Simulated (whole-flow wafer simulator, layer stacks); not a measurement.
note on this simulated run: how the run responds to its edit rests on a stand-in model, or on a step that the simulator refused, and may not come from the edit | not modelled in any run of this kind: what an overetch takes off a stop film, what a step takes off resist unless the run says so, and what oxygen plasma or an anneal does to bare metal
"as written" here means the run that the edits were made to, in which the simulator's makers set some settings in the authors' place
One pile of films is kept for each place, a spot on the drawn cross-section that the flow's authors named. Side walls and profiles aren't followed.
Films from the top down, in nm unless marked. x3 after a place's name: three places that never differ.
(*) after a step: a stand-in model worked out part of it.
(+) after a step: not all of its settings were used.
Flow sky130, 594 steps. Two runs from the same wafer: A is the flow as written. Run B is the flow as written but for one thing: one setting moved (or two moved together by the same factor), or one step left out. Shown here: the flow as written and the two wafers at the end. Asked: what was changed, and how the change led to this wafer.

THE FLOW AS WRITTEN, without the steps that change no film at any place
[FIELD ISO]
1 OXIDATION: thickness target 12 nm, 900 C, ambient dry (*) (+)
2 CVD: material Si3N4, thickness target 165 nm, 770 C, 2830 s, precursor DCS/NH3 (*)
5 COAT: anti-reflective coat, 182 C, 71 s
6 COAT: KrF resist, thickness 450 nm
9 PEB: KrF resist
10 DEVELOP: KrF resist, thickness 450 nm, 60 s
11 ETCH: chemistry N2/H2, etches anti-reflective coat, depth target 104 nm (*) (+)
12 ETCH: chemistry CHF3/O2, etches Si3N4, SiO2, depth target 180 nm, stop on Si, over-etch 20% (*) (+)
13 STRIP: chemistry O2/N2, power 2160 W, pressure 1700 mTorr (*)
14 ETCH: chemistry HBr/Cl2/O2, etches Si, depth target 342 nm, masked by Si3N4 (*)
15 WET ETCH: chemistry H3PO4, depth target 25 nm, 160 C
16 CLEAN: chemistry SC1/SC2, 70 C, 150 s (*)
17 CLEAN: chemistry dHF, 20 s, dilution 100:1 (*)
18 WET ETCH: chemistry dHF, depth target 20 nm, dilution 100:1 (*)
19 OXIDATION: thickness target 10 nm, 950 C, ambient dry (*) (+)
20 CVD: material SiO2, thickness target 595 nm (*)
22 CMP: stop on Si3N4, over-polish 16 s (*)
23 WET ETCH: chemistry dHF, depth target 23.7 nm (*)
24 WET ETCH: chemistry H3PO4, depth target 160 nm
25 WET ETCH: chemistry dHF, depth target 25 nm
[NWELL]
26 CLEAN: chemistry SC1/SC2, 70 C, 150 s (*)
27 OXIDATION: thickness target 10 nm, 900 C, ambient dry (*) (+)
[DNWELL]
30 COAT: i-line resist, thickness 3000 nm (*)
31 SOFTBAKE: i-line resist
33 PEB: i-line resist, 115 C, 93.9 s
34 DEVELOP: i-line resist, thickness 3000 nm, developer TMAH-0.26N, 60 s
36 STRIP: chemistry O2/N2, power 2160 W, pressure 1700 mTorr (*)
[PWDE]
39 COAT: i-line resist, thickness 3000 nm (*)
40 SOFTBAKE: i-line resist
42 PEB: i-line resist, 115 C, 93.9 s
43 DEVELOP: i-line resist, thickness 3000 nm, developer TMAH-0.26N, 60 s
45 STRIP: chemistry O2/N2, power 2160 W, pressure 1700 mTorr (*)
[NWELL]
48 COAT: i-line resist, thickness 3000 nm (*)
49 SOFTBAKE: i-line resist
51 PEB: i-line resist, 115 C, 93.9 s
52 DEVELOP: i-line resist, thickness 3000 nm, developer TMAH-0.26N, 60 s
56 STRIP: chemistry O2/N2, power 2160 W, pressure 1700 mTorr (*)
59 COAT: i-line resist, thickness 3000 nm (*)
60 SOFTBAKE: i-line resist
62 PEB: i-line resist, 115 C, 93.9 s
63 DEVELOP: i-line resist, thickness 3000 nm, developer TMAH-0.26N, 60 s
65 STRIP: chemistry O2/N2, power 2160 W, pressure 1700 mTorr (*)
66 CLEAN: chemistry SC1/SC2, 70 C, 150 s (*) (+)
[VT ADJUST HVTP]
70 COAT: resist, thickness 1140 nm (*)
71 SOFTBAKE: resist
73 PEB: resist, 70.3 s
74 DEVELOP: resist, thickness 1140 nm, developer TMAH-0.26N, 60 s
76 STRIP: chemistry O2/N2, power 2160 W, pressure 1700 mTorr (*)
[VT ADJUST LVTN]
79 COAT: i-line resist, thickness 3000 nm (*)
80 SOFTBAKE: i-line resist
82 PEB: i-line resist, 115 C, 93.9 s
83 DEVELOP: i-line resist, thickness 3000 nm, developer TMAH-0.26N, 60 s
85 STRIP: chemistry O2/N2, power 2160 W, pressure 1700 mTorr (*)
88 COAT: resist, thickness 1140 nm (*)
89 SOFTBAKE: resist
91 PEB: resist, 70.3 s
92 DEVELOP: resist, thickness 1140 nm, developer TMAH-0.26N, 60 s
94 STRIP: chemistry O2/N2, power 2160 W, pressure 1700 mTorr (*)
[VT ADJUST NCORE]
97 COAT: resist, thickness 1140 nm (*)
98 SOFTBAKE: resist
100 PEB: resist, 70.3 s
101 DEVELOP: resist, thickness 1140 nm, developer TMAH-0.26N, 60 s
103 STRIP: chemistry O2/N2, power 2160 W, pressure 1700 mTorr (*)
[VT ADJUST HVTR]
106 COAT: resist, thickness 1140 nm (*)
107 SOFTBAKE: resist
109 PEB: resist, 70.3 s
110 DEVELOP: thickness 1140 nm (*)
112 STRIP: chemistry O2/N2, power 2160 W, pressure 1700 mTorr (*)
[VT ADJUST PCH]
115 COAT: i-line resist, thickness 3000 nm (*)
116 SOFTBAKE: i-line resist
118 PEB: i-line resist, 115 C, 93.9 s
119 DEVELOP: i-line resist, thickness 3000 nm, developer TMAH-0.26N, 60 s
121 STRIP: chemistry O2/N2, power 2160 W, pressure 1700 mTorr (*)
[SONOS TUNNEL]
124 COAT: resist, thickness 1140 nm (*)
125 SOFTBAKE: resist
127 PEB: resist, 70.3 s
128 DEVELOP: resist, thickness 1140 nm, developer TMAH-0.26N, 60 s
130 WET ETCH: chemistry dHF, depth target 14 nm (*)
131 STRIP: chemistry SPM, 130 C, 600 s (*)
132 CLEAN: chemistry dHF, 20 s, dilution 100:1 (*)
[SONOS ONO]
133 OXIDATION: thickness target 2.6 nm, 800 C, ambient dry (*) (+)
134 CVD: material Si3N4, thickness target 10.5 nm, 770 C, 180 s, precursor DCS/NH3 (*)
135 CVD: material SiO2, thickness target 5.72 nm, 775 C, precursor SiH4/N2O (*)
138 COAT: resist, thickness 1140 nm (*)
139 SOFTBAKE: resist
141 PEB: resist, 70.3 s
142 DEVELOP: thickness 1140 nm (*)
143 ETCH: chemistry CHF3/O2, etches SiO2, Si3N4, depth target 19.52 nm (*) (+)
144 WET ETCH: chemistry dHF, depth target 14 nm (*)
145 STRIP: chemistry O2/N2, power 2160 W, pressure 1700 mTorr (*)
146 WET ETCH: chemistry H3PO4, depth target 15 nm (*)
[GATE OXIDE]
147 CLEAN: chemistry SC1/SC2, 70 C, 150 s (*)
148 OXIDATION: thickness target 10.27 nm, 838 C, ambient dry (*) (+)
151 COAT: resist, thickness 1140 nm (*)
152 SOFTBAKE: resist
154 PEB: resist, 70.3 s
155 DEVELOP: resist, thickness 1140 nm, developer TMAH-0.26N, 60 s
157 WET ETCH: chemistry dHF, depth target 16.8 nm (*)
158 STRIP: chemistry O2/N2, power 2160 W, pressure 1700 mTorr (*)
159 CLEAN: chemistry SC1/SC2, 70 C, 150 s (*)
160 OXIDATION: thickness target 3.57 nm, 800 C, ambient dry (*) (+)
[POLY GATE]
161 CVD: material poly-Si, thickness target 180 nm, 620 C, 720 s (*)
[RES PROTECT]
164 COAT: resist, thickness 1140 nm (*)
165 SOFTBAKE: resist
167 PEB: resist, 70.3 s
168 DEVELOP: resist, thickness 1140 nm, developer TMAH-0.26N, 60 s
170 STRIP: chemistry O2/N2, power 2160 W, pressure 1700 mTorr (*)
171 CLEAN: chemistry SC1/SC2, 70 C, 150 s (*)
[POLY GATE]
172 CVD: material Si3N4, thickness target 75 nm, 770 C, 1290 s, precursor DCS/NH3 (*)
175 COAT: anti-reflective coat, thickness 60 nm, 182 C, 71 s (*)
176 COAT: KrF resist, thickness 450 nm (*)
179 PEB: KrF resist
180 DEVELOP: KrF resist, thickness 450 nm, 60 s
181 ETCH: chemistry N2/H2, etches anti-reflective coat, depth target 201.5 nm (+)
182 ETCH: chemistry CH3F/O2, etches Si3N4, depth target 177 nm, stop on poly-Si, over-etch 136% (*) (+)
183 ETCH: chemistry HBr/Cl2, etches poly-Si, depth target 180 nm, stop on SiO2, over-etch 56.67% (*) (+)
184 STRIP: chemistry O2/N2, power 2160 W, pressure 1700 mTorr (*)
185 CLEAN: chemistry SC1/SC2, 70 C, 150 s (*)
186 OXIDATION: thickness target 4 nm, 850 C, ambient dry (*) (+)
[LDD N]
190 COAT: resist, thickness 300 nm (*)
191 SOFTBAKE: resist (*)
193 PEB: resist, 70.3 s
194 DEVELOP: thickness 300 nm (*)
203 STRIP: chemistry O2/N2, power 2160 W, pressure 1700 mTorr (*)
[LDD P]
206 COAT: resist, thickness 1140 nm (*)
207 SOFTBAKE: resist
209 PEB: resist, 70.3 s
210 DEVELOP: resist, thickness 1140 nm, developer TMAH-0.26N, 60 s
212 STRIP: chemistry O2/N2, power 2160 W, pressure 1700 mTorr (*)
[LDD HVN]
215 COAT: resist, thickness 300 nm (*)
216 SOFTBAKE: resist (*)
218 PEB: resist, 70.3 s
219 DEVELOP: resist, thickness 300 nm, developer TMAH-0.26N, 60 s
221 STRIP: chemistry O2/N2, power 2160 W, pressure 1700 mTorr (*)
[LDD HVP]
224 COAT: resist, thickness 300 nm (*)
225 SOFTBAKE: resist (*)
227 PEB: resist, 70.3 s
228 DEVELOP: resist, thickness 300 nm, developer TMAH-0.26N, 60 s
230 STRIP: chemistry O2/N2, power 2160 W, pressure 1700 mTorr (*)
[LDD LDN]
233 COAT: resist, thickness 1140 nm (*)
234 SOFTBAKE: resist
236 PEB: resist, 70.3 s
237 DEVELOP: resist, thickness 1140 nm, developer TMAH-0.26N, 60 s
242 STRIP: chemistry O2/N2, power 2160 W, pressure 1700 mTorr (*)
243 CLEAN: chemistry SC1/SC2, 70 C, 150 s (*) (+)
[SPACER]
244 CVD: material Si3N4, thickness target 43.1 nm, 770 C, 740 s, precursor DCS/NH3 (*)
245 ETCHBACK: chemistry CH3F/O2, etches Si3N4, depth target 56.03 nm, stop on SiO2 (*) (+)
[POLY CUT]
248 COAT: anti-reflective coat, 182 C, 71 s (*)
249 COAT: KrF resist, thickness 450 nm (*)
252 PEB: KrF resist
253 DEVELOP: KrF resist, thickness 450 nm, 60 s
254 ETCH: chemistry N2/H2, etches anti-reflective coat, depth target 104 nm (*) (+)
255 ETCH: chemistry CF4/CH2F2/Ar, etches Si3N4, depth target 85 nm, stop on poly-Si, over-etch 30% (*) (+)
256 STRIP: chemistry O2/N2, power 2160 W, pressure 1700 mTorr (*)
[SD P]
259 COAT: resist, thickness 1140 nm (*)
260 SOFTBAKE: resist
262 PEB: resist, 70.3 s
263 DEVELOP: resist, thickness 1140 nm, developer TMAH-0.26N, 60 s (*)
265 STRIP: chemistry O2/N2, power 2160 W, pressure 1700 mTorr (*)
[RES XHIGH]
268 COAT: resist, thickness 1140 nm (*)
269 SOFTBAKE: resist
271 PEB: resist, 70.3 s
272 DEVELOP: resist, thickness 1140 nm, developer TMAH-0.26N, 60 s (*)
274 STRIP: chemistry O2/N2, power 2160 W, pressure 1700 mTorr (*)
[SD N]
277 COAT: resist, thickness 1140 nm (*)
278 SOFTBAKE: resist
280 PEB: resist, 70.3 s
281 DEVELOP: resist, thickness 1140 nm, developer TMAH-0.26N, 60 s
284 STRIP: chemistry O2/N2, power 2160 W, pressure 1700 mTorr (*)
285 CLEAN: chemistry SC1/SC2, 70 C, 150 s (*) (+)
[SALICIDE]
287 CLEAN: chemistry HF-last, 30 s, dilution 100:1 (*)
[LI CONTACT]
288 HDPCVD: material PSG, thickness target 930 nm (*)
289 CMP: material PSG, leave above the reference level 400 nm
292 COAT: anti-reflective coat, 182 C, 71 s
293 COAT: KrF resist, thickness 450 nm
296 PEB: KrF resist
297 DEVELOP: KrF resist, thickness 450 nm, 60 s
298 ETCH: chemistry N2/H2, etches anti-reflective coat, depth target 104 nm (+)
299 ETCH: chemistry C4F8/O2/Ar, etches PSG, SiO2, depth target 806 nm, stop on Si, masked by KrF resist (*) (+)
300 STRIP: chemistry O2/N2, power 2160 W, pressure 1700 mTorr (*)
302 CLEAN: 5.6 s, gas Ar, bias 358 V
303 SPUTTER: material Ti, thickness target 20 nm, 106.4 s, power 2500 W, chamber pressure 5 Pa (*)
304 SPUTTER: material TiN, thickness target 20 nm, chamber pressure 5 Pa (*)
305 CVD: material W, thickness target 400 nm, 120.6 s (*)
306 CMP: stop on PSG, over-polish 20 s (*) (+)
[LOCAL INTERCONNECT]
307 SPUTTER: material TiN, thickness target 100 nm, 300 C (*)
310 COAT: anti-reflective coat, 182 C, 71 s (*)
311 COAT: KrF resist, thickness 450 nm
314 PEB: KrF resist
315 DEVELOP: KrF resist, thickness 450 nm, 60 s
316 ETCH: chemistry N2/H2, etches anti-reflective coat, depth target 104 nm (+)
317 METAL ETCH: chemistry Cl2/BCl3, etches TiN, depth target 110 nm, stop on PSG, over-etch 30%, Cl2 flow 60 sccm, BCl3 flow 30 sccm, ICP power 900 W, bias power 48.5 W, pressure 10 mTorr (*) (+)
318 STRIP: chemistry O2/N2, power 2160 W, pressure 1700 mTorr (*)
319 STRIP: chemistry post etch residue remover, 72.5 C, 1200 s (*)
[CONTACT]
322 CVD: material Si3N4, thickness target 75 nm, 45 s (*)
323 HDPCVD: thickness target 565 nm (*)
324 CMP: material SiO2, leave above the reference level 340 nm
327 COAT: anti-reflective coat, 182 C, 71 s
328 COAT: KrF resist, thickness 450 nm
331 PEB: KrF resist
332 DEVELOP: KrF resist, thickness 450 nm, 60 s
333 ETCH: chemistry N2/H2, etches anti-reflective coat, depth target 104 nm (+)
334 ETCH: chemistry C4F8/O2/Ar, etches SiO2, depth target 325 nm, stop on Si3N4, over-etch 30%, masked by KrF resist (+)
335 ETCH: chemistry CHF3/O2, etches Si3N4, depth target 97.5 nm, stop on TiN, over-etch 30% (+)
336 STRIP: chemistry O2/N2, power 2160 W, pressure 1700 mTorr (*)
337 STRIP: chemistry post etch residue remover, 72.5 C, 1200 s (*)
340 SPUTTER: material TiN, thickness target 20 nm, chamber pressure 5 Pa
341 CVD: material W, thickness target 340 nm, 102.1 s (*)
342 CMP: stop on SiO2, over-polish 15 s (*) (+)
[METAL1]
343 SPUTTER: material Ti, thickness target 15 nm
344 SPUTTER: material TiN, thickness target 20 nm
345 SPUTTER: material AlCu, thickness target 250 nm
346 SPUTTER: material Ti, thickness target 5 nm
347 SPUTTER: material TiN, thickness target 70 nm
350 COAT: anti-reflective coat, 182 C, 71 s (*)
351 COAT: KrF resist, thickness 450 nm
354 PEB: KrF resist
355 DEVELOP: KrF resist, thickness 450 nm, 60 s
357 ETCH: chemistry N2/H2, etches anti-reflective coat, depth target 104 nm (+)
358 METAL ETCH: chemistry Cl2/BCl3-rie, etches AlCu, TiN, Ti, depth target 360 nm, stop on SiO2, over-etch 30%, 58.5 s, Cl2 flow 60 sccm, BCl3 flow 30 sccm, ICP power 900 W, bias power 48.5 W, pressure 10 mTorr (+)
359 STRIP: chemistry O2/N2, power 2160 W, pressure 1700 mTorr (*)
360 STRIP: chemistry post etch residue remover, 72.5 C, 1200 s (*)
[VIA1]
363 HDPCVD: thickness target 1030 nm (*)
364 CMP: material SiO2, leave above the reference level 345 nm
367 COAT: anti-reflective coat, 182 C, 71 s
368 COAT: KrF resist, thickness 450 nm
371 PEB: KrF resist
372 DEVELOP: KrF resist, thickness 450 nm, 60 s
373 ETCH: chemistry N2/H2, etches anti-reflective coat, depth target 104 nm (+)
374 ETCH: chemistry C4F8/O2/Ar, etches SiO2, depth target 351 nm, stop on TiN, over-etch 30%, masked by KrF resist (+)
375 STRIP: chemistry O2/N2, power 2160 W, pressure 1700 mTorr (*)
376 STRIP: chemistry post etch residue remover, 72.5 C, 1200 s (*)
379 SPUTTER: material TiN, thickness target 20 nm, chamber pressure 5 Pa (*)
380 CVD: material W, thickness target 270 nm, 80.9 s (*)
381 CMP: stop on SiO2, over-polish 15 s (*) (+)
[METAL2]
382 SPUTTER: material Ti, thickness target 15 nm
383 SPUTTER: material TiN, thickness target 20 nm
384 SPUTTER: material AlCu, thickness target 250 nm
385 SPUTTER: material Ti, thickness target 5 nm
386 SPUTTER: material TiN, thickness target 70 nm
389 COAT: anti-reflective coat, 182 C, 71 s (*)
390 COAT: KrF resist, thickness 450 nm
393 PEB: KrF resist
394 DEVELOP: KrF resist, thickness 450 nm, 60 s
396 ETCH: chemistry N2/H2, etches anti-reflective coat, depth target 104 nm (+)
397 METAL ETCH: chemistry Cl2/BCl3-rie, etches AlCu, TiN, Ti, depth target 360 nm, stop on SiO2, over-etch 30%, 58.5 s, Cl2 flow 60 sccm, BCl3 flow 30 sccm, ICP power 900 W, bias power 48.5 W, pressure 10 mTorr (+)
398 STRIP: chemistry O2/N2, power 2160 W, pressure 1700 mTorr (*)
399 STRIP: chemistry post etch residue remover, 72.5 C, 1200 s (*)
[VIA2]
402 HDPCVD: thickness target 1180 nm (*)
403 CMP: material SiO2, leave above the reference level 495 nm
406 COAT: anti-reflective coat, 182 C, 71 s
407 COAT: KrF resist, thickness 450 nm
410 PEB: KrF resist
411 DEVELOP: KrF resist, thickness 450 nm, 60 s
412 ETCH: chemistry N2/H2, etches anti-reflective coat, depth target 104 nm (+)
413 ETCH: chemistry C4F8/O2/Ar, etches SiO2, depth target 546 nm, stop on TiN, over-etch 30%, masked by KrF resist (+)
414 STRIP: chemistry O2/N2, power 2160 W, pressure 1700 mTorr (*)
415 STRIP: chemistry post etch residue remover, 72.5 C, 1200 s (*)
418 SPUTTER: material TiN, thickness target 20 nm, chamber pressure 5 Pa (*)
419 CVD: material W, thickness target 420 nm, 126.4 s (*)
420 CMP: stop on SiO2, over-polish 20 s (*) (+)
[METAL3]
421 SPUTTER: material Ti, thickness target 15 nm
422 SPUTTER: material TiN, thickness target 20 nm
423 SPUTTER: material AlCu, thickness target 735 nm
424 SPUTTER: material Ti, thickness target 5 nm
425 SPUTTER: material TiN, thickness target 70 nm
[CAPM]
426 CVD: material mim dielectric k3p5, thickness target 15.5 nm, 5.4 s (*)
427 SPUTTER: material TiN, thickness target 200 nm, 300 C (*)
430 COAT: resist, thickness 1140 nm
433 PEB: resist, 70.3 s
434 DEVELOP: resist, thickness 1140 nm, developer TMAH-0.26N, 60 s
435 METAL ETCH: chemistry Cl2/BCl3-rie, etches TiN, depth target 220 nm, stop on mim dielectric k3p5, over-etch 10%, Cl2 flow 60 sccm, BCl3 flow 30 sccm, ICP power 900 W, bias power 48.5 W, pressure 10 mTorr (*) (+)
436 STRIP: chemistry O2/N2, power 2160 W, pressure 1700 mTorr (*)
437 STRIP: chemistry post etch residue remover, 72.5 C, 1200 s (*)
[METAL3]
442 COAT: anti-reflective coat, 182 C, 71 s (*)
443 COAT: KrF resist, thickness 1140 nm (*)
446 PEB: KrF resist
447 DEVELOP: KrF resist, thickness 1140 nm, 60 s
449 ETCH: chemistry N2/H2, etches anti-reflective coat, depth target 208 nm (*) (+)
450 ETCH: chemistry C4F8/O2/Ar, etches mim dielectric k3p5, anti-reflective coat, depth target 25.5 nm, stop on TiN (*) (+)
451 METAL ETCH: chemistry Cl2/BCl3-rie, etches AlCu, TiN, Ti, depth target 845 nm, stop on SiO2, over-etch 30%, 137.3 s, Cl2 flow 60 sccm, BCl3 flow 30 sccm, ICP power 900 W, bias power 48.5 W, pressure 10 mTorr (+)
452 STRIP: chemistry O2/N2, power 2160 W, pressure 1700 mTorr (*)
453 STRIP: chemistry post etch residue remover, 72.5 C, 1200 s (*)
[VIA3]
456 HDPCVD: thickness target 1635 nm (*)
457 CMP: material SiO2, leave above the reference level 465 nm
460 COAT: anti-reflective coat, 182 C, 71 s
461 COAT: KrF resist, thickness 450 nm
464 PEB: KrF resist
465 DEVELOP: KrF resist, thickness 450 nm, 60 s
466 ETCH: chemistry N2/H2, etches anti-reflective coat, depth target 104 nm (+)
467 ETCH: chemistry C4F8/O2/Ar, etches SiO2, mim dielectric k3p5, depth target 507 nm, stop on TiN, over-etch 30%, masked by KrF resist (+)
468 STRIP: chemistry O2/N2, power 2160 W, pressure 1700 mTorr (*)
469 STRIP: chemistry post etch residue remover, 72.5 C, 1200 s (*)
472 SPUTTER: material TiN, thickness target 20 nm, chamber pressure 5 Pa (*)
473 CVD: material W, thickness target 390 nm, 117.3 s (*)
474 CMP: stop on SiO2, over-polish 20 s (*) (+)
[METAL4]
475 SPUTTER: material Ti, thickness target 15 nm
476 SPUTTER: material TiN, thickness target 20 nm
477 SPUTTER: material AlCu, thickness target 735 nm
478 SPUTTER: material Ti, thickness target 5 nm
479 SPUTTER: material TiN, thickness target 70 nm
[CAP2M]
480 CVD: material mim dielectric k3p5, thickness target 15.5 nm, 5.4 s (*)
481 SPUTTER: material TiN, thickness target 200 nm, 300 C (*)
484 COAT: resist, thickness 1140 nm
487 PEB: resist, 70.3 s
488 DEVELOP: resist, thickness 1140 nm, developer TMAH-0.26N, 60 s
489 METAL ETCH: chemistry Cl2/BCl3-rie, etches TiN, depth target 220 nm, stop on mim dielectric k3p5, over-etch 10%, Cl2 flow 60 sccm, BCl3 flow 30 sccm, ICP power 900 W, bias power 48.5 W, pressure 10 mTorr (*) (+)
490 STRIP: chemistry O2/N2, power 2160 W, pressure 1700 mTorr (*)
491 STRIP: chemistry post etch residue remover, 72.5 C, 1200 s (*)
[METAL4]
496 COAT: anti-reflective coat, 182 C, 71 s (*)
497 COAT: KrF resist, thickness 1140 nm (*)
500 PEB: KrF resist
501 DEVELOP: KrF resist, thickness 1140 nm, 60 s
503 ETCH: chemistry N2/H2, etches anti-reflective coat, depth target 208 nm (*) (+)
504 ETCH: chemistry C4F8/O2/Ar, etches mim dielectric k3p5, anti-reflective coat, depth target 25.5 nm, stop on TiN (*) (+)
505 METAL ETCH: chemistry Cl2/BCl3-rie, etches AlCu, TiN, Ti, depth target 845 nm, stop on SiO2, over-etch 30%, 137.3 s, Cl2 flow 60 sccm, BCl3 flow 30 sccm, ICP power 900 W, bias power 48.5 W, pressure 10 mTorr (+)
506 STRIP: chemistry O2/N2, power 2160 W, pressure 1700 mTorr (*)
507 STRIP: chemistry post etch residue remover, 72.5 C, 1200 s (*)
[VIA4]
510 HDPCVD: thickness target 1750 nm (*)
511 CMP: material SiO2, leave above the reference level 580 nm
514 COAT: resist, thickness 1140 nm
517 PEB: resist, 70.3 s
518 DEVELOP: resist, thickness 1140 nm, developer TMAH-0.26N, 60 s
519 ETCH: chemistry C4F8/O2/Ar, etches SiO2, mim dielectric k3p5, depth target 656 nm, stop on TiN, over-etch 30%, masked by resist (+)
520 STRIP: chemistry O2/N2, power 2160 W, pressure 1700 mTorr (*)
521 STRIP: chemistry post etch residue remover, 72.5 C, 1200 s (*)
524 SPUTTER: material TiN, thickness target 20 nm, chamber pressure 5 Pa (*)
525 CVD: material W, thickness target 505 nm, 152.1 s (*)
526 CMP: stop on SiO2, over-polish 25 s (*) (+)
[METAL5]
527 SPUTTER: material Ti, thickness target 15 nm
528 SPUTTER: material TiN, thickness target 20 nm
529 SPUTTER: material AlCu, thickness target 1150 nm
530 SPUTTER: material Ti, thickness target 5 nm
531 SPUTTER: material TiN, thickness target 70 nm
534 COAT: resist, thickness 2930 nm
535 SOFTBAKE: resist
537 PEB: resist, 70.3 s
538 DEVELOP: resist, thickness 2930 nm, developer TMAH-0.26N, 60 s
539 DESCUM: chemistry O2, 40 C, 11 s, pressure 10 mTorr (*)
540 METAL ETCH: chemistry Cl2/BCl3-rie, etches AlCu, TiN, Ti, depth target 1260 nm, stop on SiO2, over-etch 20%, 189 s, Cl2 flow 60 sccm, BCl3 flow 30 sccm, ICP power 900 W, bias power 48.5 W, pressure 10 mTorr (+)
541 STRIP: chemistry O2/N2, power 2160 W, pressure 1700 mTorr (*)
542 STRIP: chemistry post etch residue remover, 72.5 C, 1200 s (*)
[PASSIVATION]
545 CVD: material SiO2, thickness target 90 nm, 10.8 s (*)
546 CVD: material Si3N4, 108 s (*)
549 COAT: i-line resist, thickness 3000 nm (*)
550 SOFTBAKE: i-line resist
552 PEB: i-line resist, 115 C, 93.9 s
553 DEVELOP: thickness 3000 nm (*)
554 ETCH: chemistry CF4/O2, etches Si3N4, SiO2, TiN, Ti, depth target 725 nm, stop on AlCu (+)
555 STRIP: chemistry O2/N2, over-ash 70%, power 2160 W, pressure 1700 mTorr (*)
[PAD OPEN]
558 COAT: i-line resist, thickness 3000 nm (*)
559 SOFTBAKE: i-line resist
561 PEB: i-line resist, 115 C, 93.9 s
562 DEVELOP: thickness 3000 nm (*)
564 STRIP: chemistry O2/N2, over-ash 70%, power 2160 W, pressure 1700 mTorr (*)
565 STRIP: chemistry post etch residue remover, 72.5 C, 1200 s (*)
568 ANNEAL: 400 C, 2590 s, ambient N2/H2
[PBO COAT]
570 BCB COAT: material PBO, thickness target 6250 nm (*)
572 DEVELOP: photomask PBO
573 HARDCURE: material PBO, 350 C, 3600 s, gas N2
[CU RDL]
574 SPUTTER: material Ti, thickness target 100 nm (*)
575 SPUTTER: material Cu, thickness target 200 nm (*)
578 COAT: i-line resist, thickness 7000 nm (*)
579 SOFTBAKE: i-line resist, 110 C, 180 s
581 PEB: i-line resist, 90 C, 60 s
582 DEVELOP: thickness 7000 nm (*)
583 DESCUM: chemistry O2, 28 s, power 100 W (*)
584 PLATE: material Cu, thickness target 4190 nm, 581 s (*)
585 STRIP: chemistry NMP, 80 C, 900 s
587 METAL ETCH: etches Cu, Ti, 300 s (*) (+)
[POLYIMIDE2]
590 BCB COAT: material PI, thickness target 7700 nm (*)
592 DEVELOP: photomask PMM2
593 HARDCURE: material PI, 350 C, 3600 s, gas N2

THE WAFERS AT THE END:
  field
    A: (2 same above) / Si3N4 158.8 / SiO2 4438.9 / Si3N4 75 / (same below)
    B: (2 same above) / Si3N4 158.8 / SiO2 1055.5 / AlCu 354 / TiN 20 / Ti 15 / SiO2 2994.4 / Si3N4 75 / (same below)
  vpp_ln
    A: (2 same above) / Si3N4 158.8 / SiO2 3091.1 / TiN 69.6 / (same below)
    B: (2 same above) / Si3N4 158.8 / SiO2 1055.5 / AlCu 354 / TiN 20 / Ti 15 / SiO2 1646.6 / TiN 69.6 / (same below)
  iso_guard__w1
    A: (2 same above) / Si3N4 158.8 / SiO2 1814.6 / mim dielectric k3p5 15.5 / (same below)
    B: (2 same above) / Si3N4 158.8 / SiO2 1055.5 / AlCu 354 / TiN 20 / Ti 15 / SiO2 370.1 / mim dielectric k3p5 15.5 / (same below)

The cause: step 505, METAL ETCH: depth target 346.4 nm was run, where the flow has depth target 845 nm; step 505, METAL ETCH: 56.3 s was run, where the flow has 137.3 s.

How the change led to this, step by step:
  505 METAL ETCH: chemistry Cl2/BCl3-rie, etches AlCu, TiN, Ti, depth target 845 nm, stop on SiO2, over-etch 30%, 137.3 s, Cl2 flow 60 sccm, BCl3 flow 30 sccm, ICP power 900 W, bias power 48.5 W, pressure 10 mTorr (+)
      field, gate, spacer and 68 more: A TiN -70 (all of it), Ti -5 (all of it), AlCu -735 (all of it), TiN -20 (all of it), Ti -15 (all of it), SiO2 -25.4 | B TiN -70 (all of it), Ti -5 (all of it), AlCu -375.3
      active, vpp_iso1, mim_edge_plate and 14 more: A TiN -70 (all of it), Ti -5 (all of it), AlCu -735 (all of it), TiN -20 (all of it), Ti -15 (all of it), SiO2 -25.3 | B TiN -70 (all of it), Ti -5 (all of it), AlCu -375.3
      (and at 105 more places)
  506 STRIP: chemistry O2/N2, power 2160 W, pressure 1700 mTorr (*)
      n_well, p_well, gate_hv and 83 more: A KrF resist -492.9 (all of it), anti-reflective coat -80 (all of it) | B KrF resist -817 (all of it), anti-reflective coat -80 (all of it)
      vcap_hvt, varactor_hvt_edge, varactor_hvt_sp: A KrF resist -494.5 (all of it), anti-reflective coat -80.3 (all of it) | B KrF resist -818.6 (all of it), anti-reflective coat -80.3 (all of it)
      (and at 16 more places)
  507 STRIP: chemistry post etch residue remover, 72.5 C, 1200 s (*)
      field, active, gate and 85 more: A nothing | B AlCu -5.72
  510 HDPCVD: thickness target 1750 nm (*)
      field, active, gate and 85 more: A SiO2 +1750 | B SiO2 +1750 (new film)
  511 CMP: material SiO2, leave above the reference level 580 nm
      field, active, gate and 77 more: A SiO2 -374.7 | B SiO2 -789
      iso_guard__w1, mim_edge_gap, vpp_l1ln, vpp_m3ln, rpm_encl, via2_enc, rpm_encl_psd, iso_guard_nsd_tip: A SiO2 -374.6 | B SiO2 -789
Counting metal films that touch as one body, field has 1 body; the flow as written gives 0 bodies.
Counting metal films that touch as one body, vpp_ln has 3 bodies (between them, from the top down: SiO2 1646.6; SiO2 267.2); the flow as written gives 2 bodies (between them, from the top down: SiO2 267.2).
Counting metal films that touch as one body, iso_guard__w1 has 2 bodies (between them, from the top down: SiO2 370.1 / mim dielectric k3p5 15.5); the flow as written gives 1 body.
